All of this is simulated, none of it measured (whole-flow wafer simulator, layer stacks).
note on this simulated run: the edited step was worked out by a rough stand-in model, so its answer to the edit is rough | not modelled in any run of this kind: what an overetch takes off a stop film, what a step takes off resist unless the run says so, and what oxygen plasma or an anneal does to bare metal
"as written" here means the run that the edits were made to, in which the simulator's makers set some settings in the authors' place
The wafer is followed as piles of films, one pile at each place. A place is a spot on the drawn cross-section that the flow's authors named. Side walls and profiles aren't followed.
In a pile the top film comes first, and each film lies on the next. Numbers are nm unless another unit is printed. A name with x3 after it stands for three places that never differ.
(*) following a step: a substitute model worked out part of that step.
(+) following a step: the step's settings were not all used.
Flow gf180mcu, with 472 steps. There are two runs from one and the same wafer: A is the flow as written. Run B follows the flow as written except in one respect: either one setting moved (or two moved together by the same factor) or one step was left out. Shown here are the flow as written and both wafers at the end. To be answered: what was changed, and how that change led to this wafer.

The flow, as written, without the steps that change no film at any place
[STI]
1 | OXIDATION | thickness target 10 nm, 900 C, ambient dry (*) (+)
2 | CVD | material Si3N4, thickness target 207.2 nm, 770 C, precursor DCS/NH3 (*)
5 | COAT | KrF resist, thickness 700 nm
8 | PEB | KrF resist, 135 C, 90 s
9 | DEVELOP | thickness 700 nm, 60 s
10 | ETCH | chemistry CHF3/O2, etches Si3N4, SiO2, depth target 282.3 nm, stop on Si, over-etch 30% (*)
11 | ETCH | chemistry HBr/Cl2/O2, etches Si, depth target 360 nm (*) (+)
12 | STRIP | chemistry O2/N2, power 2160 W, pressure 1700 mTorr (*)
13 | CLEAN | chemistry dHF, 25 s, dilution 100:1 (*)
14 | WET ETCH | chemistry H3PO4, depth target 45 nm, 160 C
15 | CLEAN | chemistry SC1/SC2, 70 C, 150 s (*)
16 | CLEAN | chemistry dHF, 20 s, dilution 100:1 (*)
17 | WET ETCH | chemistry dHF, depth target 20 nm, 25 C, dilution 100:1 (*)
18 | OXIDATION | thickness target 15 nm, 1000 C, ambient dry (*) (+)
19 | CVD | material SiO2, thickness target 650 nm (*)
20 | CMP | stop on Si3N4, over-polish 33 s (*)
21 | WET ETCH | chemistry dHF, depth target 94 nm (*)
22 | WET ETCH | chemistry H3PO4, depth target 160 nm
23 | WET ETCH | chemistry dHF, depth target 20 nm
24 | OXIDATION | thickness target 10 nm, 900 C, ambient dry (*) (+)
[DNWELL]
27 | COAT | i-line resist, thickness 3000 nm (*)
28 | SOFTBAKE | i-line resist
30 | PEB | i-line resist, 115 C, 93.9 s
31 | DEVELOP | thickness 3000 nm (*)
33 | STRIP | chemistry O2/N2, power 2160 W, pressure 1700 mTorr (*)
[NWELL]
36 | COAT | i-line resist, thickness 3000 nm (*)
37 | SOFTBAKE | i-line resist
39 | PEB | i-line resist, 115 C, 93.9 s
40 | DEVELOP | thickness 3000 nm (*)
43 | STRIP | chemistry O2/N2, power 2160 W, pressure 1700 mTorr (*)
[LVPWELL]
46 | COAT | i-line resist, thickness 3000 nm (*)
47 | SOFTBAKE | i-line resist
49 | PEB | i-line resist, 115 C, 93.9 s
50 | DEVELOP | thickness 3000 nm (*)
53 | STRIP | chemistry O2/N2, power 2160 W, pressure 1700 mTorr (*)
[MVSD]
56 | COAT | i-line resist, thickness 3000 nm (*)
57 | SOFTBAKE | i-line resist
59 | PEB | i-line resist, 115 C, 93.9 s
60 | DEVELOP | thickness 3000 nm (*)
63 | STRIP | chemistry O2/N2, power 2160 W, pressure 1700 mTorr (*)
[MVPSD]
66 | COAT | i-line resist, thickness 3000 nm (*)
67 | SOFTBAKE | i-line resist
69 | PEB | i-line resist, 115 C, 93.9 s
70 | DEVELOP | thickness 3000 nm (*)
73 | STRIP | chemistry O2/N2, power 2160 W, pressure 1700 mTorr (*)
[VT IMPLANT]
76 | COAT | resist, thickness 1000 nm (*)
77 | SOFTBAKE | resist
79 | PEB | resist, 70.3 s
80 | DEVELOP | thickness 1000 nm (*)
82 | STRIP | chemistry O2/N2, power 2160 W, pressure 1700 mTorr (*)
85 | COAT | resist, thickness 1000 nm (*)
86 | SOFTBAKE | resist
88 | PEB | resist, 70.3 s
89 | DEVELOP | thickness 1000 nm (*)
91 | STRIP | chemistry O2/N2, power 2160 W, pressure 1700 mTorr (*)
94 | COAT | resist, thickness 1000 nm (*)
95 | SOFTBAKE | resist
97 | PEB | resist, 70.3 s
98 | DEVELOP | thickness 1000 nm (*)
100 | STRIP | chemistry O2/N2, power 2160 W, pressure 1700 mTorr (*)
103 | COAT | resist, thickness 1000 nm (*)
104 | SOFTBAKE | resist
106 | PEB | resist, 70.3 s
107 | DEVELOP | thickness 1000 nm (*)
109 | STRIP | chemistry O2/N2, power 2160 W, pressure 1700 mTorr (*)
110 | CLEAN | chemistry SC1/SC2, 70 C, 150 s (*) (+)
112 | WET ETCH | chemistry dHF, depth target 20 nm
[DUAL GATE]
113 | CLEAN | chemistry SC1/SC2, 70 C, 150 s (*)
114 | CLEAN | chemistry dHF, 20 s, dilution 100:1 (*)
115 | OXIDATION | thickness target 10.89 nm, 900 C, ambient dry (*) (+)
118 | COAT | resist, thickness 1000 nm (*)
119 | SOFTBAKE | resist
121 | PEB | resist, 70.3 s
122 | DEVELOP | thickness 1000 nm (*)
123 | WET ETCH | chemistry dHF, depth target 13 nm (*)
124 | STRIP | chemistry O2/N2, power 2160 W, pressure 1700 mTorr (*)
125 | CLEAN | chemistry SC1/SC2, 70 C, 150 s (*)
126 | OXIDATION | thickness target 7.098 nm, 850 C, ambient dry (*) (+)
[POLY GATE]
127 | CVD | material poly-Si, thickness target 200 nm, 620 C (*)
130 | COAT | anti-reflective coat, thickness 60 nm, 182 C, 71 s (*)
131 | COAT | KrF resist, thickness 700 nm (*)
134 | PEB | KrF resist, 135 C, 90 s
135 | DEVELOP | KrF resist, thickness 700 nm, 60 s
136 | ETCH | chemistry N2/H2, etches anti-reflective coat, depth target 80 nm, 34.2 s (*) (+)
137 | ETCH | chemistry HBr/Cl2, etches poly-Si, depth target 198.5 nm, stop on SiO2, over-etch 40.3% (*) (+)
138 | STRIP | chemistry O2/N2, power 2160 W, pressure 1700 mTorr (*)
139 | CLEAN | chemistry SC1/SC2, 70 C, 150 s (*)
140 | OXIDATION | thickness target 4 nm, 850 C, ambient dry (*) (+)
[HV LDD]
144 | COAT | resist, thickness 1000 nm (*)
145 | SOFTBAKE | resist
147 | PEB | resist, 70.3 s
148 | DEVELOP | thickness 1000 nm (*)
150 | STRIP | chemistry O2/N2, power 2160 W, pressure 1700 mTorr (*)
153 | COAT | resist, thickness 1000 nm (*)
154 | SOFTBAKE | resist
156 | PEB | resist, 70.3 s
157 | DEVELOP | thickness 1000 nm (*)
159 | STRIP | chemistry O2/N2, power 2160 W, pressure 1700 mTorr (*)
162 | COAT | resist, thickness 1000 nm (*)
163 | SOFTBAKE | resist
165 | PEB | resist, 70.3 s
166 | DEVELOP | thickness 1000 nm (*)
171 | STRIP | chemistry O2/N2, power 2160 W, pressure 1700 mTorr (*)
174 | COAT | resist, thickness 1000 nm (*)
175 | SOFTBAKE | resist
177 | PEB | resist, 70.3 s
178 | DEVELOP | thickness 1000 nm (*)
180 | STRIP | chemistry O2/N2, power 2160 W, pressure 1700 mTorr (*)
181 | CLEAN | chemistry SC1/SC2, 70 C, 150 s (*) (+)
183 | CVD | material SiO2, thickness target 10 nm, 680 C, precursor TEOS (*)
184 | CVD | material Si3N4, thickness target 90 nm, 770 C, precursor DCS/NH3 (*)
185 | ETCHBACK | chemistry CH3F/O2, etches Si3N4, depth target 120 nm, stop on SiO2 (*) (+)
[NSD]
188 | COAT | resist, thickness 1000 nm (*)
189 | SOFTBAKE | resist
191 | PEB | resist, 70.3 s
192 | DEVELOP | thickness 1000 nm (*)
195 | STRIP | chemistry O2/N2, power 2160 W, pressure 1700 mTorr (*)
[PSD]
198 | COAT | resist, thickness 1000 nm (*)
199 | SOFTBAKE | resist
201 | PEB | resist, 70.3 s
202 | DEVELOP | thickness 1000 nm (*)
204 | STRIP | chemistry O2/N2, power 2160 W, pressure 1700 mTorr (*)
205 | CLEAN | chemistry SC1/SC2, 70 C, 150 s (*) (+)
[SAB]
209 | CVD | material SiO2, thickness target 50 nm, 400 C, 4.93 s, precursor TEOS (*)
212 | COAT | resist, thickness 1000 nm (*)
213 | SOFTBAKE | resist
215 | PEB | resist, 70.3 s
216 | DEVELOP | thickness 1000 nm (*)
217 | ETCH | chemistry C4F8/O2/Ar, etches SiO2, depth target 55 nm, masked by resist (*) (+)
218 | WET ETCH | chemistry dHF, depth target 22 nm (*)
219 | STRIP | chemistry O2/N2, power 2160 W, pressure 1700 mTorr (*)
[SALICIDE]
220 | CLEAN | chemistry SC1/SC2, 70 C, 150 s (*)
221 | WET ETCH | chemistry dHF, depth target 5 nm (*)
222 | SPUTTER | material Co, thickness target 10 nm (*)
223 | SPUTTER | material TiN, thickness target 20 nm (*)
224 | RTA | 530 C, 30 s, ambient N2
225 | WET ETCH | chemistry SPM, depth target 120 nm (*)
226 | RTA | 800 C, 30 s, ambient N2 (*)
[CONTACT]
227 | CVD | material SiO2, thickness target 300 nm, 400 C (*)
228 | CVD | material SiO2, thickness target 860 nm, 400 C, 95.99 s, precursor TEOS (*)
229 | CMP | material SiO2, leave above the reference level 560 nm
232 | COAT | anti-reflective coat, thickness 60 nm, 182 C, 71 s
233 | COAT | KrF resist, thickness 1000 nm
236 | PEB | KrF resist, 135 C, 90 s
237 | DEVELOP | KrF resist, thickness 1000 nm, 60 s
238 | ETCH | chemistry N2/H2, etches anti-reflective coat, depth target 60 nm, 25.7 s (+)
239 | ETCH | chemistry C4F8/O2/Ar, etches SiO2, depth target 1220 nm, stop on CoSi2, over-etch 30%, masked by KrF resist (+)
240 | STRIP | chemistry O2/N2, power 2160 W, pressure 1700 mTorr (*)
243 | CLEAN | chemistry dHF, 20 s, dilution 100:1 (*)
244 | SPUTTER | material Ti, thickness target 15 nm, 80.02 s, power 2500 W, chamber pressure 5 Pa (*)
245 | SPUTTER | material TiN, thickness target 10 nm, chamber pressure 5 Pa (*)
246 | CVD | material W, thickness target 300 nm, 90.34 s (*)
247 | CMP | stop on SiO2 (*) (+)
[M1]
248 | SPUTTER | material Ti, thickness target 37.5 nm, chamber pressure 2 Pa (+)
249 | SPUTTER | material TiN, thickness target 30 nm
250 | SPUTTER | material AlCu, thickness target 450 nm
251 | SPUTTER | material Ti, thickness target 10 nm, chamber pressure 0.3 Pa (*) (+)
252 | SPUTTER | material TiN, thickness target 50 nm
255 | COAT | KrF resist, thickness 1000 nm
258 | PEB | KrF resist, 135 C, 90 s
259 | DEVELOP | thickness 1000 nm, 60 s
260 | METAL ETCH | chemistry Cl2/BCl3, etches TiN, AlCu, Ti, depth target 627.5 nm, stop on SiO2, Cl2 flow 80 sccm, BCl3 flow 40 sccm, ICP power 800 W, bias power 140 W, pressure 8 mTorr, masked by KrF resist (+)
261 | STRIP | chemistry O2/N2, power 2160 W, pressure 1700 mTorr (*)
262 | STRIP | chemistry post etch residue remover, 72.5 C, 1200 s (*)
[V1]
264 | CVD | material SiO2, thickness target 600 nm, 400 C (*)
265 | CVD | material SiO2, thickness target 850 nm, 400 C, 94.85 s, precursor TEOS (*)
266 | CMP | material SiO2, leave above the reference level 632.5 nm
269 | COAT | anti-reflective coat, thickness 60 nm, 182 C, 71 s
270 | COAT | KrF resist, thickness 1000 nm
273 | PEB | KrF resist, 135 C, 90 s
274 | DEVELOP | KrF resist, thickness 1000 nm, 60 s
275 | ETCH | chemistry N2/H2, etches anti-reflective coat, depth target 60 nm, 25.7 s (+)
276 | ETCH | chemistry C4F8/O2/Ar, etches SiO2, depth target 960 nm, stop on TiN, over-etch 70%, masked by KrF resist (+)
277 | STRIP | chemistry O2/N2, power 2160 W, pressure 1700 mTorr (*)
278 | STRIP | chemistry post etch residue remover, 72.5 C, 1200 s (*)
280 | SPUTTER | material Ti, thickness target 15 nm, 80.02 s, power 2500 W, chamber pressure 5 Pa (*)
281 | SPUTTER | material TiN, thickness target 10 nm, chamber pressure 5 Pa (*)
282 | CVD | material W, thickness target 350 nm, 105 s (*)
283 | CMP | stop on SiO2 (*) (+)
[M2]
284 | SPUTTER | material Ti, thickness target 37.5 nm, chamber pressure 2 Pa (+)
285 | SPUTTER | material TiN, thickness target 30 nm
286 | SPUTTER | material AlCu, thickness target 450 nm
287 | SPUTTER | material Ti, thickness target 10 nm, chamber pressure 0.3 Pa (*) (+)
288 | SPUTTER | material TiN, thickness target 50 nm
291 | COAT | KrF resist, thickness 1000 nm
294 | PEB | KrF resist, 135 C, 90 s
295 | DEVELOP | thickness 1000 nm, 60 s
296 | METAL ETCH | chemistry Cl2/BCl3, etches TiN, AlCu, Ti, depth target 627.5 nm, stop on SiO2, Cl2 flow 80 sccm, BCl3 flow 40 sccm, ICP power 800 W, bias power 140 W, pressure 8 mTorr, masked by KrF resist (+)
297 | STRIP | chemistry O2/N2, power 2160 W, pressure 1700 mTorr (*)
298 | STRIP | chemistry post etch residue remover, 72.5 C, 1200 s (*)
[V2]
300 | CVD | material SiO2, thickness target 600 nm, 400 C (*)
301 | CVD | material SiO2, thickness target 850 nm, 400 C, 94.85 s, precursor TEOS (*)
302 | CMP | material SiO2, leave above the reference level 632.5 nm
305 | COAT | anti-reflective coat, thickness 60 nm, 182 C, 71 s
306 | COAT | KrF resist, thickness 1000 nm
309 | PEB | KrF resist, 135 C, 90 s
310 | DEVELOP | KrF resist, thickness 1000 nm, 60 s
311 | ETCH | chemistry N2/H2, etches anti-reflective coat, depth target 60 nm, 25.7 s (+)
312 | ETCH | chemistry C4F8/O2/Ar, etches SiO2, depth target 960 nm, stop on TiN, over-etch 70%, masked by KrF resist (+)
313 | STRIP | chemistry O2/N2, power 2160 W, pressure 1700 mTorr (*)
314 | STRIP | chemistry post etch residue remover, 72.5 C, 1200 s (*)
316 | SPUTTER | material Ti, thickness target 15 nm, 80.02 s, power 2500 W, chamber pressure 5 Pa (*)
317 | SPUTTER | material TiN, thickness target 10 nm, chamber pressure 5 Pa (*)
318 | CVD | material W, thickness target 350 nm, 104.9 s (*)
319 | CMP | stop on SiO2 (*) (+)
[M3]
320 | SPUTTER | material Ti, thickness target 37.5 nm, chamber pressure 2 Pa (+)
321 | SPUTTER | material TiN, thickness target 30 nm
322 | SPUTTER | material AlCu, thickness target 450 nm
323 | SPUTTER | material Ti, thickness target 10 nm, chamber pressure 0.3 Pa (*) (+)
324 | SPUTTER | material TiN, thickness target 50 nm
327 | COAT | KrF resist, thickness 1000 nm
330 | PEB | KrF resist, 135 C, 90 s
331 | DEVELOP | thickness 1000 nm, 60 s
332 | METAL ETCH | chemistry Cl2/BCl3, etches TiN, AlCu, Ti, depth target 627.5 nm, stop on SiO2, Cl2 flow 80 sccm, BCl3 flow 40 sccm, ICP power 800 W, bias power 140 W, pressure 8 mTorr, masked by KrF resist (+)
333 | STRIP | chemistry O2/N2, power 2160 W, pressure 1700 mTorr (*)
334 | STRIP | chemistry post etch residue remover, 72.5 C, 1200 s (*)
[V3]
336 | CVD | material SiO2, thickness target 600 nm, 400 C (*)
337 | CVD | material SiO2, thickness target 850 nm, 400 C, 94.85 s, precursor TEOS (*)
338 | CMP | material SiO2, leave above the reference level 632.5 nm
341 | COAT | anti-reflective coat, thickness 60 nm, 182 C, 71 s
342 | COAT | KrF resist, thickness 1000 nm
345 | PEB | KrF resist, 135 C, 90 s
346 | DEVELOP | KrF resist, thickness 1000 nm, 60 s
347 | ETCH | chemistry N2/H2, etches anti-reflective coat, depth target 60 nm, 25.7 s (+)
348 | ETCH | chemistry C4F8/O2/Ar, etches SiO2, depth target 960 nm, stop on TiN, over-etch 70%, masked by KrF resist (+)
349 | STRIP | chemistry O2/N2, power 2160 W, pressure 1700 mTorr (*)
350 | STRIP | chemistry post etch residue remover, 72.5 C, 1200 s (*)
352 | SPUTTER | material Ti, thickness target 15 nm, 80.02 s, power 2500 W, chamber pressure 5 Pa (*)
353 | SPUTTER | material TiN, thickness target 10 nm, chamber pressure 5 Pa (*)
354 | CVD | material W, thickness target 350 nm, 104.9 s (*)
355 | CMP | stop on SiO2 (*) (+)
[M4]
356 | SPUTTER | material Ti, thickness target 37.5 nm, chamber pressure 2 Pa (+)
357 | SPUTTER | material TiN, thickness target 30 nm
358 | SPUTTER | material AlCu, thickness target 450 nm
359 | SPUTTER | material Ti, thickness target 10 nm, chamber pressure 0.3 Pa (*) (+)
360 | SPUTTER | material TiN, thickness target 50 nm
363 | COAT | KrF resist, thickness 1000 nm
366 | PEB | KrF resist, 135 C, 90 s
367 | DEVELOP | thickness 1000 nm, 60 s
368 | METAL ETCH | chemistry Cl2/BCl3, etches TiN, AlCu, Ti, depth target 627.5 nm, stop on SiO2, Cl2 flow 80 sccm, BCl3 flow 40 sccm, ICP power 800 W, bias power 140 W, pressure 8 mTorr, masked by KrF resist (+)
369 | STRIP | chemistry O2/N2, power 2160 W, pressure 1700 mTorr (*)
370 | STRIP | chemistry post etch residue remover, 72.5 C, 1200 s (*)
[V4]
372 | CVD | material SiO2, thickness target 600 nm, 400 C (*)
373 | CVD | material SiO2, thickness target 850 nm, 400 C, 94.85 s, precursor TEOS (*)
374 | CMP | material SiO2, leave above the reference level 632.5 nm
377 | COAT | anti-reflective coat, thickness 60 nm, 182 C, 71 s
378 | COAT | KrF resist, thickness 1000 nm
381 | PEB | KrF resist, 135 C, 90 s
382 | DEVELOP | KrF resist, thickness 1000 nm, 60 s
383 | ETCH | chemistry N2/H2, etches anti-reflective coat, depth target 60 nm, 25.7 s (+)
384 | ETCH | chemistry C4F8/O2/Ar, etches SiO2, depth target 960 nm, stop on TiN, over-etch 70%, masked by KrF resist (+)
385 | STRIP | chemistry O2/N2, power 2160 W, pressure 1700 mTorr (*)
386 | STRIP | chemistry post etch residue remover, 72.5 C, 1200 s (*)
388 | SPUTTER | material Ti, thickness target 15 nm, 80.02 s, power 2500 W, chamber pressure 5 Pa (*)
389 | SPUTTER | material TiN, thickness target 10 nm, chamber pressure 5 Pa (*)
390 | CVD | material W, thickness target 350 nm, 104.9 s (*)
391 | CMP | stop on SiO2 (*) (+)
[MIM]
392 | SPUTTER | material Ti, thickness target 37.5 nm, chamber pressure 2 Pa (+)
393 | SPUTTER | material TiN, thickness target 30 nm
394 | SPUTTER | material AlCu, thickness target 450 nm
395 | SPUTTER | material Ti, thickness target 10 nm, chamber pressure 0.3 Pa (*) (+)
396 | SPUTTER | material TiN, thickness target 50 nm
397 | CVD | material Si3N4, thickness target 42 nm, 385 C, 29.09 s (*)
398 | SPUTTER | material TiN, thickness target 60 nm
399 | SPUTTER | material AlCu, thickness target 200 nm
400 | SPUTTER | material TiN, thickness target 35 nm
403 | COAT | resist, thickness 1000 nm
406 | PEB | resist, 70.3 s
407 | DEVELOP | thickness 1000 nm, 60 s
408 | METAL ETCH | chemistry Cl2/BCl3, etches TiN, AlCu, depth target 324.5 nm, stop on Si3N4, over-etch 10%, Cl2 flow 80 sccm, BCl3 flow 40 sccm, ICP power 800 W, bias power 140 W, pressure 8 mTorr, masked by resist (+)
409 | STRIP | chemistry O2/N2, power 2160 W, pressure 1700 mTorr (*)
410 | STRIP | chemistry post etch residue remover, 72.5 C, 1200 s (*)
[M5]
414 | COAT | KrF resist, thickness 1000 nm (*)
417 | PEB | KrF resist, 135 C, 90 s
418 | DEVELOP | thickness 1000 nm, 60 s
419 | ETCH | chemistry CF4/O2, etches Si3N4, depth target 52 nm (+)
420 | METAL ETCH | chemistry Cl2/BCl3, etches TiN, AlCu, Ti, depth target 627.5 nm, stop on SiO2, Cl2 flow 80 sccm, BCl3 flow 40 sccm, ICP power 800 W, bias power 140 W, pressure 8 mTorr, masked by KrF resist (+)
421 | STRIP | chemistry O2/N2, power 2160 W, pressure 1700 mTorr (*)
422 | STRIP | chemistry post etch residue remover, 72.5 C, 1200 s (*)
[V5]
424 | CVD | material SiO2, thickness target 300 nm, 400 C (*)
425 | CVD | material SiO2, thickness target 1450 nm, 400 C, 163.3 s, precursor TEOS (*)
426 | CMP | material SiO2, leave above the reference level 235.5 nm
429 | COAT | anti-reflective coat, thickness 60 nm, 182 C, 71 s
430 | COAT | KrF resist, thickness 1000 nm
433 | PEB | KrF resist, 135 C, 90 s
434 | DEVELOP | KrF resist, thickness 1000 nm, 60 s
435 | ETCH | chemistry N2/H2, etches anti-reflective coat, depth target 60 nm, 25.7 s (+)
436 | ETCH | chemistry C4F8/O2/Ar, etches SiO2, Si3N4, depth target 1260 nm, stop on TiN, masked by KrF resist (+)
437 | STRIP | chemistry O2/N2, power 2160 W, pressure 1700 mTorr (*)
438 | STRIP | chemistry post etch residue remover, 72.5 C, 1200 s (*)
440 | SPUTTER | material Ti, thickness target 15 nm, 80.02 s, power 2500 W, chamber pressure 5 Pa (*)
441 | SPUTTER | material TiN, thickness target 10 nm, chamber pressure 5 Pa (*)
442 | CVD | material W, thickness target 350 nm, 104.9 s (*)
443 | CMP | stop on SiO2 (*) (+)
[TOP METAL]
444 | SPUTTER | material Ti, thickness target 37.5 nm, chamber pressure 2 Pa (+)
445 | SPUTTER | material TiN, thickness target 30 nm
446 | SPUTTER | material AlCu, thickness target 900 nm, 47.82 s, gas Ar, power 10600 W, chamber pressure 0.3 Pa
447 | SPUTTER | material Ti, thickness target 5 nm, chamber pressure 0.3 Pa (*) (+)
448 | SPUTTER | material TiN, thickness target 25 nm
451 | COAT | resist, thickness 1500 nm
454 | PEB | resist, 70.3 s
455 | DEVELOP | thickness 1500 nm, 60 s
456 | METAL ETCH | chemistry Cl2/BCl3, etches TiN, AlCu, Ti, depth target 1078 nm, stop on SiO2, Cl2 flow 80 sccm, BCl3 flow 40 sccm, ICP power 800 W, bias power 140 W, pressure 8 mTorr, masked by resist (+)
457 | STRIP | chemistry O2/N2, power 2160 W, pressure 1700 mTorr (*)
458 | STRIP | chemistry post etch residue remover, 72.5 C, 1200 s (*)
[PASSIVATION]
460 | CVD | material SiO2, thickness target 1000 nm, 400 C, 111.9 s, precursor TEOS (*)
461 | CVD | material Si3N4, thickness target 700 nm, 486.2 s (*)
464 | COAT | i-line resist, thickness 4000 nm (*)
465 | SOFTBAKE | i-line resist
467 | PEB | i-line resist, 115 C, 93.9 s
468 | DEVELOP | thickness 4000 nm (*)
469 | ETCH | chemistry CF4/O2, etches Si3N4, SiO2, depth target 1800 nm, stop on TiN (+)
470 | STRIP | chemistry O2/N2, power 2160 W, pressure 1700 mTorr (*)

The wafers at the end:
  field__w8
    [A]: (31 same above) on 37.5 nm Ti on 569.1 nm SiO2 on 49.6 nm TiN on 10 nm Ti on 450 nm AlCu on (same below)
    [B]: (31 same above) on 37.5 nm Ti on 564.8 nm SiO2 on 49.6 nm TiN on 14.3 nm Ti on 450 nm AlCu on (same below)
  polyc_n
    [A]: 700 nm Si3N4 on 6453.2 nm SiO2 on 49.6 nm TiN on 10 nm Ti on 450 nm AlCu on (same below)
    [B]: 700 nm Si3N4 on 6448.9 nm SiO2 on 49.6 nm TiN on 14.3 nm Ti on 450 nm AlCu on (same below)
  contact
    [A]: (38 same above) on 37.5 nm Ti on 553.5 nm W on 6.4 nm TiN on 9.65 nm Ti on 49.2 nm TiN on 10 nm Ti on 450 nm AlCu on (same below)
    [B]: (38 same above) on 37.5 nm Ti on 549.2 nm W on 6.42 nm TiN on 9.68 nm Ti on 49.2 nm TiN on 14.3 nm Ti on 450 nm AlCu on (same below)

What caused this: step 251, SPUTTER: thickness target 14.3 nm was run, though the flow has thickness target 10 nm.
One can read it off the wafer: field__w8 has Ti 14.3, and step 251 as written asks for 10 nm.

How this came from the change, step by step:
  251 | SPUTTER | material Ti, thickness target 10 nm, chamber pressure 0.3 Pa (*) (+)
      field, field__w1, field__w2 and 108 more: A +10 Ti (new film) | B +14.3 Ti (new film)
  260 | METAL ETCH | chemistry Cl2/BCl3, etches TiN, AlCu, Ti, depth target 627.5 nm, stop on SiO2, Cl2 flow 80 sccm, BCl3 flow 40 sccm, ICP power 800 W, bias power 140 W, pressure 8 mTorr, masked by KrF resist (+)
      field, field__w1, field__w2 and 99 more: A -50 TiN (all of it), -10 Ti (all of it), -450 AlCu (all of it), -30 TiN (all of it), -37.5 Ti (all of it) | B -50 TiN (all of it), -14.3 Ti (all of it), -450 AlCu (all of it), -30 TiN (all of it), -37.5 Ti (all of it)
